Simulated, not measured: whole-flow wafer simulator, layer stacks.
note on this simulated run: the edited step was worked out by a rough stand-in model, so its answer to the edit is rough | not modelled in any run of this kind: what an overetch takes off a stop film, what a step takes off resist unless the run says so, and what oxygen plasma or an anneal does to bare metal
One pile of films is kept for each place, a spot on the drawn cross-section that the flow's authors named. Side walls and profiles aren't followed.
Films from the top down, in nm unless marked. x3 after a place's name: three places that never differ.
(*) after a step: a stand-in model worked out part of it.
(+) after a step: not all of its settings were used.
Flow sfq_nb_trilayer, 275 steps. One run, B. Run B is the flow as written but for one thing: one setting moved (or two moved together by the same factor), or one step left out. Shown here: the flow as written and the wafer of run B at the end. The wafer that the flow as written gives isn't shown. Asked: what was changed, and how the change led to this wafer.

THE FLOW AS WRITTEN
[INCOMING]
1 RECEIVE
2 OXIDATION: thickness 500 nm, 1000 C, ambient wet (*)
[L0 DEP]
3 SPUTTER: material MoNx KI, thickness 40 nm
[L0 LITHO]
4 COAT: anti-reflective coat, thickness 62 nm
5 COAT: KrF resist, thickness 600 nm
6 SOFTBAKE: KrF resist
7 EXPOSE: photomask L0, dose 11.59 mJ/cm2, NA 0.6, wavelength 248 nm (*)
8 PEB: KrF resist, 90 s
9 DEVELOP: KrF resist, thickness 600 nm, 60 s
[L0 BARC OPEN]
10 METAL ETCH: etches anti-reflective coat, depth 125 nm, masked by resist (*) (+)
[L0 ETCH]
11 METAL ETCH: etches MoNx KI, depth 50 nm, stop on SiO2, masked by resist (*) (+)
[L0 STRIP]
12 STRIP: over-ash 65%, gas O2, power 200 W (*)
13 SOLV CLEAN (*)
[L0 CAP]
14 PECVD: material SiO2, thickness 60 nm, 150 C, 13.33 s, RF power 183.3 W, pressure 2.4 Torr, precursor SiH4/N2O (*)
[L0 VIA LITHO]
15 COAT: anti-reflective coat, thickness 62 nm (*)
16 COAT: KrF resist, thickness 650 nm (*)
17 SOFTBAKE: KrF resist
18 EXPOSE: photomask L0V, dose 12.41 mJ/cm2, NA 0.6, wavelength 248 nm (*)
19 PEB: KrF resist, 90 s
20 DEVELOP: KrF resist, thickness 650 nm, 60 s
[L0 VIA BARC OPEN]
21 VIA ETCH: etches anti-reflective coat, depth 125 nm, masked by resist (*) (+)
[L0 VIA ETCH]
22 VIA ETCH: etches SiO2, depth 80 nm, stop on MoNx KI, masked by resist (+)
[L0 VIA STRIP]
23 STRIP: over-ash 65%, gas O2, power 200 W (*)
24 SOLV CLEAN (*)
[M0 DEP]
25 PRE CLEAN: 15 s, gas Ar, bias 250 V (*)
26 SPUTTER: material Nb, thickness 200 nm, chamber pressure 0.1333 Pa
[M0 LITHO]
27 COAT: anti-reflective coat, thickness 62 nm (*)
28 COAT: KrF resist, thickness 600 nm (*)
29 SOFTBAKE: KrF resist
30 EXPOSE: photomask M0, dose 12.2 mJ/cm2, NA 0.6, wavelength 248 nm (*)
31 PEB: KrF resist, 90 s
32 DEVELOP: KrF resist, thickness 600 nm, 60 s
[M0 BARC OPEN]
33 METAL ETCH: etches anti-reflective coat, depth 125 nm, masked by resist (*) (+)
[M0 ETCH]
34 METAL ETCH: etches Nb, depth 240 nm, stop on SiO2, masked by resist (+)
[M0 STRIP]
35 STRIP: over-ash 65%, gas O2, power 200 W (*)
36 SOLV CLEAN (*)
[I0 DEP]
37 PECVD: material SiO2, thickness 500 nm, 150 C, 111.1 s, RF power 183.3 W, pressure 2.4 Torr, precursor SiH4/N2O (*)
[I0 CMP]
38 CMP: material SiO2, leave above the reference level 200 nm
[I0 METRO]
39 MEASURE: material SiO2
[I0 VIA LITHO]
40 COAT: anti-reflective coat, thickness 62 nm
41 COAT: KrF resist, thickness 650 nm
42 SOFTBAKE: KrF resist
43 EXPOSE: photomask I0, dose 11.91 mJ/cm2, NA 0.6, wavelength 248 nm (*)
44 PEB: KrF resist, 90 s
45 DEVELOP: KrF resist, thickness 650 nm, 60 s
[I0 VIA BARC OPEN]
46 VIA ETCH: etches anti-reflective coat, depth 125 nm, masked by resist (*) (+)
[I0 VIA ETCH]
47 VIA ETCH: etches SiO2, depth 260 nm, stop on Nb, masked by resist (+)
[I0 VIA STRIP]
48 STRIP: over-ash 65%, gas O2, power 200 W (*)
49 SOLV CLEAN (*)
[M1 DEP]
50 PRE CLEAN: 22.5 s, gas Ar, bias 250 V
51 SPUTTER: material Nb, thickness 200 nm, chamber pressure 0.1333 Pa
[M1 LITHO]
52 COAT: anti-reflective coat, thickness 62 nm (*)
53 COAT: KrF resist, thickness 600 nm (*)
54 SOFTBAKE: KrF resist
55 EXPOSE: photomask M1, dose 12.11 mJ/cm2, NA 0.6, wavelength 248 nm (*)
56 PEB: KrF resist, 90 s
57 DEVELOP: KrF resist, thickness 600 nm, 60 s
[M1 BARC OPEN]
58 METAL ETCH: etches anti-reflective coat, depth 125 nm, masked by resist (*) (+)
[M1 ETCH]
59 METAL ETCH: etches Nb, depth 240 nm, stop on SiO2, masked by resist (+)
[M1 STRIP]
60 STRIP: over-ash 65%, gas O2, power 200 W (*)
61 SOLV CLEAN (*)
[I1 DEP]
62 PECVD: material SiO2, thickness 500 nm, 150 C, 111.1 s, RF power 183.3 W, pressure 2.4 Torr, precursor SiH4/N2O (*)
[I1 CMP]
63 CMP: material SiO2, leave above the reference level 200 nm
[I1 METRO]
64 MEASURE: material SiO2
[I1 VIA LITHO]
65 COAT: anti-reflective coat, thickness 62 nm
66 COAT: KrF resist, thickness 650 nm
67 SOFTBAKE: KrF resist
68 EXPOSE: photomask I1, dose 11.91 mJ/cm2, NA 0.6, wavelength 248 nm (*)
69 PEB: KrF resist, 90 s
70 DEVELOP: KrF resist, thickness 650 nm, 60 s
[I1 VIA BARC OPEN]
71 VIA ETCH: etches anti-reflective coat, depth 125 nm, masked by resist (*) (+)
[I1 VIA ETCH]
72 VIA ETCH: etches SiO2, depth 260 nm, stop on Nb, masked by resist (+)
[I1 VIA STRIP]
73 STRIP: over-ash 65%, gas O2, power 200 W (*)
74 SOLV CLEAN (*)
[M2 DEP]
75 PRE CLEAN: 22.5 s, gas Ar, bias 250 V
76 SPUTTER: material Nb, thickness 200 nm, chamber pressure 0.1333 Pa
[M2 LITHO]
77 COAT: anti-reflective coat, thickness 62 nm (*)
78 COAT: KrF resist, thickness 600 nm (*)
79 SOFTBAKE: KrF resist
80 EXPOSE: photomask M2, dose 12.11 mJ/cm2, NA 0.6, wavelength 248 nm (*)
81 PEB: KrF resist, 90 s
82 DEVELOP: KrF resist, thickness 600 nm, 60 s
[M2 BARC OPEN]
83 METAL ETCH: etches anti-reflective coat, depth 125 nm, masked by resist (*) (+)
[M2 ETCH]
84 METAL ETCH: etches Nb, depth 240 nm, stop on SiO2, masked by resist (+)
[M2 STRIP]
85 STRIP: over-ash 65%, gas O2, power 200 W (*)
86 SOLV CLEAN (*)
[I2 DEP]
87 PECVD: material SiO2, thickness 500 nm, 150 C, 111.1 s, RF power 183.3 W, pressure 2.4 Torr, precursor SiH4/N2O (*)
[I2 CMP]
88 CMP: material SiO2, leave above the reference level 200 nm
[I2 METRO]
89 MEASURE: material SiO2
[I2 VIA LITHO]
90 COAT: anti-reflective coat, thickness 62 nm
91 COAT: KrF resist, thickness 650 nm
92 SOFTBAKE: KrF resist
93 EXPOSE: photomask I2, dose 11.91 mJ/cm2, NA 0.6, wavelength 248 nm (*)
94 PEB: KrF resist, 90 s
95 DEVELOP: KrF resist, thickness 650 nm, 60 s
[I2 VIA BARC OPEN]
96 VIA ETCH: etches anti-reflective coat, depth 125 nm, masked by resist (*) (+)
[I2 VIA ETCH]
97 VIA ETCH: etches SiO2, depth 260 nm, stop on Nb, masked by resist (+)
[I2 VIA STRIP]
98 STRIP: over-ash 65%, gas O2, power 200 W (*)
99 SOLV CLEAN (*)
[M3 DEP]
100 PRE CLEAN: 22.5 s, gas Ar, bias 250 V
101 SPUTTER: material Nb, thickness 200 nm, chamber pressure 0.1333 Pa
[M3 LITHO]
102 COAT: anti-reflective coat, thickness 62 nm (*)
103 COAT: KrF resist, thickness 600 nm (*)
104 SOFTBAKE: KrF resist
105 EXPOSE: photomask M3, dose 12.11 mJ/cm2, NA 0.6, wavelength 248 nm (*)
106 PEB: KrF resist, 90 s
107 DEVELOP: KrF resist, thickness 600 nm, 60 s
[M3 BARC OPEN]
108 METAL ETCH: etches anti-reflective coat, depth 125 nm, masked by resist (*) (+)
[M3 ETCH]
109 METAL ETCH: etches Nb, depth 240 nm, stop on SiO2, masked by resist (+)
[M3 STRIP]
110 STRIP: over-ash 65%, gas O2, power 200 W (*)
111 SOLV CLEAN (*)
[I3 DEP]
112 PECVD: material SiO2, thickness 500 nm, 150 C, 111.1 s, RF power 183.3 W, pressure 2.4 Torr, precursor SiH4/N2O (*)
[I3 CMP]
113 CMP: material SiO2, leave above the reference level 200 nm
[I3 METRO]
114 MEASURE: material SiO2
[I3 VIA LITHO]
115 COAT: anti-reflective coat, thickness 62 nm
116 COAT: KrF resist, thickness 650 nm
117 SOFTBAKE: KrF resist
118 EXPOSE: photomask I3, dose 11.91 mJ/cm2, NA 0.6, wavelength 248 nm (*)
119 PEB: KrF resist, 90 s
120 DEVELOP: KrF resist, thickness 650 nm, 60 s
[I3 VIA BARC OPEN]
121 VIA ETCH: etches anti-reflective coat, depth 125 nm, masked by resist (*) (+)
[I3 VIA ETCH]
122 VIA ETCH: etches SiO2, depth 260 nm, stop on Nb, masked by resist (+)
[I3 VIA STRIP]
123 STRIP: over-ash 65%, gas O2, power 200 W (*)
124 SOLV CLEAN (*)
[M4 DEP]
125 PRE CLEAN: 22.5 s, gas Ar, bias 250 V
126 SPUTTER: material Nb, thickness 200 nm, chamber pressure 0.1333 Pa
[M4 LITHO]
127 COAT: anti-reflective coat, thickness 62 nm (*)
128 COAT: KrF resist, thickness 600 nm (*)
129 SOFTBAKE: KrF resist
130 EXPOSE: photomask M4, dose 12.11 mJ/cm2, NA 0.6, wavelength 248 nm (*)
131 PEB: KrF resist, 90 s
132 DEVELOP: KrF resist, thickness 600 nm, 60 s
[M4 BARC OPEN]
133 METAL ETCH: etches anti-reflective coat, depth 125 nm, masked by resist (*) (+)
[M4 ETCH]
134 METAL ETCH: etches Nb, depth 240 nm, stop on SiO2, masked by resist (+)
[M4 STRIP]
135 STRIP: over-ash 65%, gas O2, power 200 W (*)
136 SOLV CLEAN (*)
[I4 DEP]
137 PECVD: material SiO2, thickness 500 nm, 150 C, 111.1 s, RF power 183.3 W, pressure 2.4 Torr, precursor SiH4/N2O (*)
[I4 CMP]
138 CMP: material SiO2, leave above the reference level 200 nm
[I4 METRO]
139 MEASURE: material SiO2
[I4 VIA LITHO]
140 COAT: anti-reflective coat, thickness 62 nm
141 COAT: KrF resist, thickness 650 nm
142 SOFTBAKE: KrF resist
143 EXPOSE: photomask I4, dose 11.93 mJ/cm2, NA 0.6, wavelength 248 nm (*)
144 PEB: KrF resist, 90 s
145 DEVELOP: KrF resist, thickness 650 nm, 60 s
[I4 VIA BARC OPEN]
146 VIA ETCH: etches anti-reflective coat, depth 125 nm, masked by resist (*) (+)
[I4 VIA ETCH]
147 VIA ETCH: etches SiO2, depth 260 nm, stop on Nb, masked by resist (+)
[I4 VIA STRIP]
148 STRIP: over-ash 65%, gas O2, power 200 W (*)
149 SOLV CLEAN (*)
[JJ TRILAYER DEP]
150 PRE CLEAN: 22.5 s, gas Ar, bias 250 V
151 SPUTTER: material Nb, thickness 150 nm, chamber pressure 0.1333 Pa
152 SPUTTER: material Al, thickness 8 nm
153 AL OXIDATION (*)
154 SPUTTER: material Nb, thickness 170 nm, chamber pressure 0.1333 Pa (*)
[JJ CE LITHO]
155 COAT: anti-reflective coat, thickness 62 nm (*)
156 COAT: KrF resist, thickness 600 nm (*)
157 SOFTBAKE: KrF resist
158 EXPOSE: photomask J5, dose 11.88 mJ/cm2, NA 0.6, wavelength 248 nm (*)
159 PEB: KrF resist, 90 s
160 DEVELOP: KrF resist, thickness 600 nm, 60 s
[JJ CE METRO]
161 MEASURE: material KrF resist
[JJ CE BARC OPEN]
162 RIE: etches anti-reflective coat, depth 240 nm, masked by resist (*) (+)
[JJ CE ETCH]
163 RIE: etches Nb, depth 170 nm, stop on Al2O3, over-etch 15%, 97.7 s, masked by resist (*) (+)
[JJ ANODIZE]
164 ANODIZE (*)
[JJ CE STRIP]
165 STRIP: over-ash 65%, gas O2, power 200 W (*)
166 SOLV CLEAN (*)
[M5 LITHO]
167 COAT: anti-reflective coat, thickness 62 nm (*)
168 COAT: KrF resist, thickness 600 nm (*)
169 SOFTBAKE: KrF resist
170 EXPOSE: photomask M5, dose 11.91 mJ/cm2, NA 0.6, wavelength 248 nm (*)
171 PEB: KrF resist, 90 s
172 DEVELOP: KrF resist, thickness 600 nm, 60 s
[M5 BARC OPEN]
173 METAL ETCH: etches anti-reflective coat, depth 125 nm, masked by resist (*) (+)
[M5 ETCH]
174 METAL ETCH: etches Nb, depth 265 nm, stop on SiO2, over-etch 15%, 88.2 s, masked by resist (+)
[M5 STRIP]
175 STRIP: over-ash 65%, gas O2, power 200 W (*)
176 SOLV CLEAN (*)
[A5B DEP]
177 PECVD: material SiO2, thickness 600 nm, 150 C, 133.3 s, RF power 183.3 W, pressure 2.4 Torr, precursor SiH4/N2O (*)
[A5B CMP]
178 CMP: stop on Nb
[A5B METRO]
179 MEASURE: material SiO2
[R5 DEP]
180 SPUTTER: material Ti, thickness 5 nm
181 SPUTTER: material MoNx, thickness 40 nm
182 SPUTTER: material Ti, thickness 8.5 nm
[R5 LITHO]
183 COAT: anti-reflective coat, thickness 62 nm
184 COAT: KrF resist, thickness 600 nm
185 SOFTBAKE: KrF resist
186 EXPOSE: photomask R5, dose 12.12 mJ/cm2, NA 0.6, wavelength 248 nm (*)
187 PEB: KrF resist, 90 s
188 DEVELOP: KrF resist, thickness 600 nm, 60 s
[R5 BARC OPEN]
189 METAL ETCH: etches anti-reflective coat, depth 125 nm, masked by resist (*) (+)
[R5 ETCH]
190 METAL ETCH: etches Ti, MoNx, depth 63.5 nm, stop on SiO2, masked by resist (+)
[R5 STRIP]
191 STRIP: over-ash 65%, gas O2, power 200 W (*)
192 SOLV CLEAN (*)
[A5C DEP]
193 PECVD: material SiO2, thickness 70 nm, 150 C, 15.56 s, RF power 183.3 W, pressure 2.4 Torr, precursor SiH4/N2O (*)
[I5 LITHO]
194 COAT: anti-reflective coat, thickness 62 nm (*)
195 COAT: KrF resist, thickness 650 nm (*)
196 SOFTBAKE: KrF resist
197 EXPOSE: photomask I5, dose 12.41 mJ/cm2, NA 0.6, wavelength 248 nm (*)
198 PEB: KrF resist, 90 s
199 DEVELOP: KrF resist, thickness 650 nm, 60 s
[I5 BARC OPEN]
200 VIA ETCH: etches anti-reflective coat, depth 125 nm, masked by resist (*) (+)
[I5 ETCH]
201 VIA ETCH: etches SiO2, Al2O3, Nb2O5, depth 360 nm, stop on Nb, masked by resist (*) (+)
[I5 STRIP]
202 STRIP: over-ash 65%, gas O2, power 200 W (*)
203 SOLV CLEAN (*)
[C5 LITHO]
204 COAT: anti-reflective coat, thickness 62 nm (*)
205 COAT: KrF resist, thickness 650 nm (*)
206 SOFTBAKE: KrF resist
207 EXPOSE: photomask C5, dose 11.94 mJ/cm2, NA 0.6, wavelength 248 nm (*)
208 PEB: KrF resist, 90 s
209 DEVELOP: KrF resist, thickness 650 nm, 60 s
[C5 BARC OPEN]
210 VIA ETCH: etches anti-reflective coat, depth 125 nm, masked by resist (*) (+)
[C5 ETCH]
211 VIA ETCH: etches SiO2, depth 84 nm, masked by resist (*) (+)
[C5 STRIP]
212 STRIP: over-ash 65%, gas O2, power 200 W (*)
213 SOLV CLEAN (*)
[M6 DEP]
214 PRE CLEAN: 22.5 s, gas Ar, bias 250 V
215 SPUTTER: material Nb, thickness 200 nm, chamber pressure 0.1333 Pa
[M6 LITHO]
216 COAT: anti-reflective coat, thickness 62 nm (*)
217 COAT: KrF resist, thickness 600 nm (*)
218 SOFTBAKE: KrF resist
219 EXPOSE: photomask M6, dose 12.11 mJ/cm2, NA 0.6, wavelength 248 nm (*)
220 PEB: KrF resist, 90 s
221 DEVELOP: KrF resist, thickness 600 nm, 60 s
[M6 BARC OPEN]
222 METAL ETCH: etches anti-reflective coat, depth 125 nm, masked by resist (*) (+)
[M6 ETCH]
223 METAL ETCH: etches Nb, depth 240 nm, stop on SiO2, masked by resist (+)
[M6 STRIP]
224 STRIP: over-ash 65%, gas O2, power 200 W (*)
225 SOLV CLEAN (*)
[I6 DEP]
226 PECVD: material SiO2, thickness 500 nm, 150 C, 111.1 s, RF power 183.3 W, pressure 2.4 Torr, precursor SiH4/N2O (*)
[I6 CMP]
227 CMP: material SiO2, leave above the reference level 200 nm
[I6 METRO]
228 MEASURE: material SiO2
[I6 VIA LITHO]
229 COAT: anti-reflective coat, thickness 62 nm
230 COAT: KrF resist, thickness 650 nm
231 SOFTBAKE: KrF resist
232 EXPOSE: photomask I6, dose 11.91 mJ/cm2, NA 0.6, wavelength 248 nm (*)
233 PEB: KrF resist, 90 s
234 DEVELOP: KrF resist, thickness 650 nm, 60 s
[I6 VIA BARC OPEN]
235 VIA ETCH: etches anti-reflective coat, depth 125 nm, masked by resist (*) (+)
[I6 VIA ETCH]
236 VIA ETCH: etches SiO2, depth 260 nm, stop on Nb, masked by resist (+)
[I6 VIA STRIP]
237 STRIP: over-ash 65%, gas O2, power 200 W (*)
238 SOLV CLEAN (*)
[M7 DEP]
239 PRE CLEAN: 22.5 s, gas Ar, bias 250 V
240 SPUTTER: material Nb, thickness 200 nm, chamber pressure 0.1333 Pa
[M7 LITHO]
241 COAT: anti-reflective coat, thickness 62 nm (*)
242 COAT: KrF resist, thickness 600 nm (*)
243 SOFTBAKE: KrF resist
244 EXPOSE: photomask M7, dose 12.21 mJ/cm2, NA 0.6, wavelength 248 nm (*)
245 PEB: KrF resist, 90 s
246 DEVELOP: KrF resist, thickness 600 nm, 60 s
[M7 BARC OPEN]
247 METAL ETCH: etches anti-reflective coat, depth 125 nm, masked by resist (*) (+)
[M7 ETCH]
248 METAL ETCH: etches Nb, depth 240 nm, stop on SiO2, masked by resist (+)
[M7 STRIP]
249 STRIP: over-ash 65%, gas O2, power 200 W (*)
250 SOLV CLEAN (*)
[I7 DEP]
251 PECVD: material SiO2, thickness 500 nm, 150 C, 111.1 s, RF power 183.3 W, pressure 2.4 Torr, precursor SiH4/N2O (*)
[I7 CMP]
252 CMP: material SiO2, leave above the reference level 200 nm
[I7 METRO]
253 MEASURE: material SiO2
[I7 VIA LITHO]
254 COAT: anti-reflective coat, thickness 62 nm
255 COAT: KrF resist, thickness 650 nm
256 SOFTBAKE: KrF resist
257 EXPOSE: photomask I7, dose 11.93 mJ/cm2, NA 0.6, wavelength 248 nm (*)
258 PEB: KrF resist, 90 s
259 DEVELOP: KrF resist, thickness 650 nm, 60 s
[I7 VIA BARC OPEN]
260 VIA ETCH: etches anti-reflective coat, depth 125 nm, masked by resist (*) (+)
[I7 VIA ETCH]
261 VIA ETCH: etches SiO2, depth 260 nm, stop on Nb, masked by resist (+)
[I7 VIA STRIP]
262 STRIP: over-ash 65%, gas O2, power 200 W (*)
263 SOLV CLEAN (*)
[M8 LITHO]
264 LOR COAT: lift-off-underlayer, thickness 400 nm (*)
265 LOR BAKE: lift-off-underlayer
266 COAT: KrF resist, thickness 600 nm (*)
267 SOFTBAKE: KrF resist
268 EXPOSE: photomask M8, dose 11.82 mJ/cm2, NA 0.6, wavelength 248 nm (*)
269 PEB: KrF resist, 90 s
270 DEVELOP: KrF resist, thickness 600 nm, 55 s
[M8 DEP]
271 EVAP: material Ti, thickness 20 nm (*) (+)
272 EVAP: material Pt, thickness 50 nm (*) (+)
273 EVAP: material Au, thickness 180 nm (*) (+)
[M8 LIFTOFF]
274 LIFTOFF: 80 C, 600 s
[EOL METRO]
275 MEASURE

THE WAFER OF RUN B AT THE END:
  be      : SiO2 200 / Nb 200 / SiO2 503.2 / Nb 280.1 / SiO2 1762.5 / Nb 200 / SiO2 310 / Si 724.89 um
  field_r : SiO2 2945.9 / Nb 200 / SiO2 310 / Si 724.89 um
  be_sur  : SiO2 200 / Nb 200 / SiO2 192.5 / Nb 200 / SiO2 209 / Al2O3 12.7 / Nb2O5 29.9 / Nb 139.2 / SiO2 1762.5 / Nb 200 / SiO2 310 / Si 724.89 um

The cause: step 2, OXIDATION: thickness 255 nm was run, where the flow has thickness 500 nm.

How the change led to this, step by step:
  2 OXIDATION: thickness 500 nm, 1000 C, ambient wet (*)
      field_l, v_sur, via_wl and 103 more: SiO2 +255 (new film), chemical SiO2 -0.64 (all of it), Si -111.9 (as written it would be: SiO2 +500 (new film), chemical SiO2 -0.64 (all of it), Si -219.7)
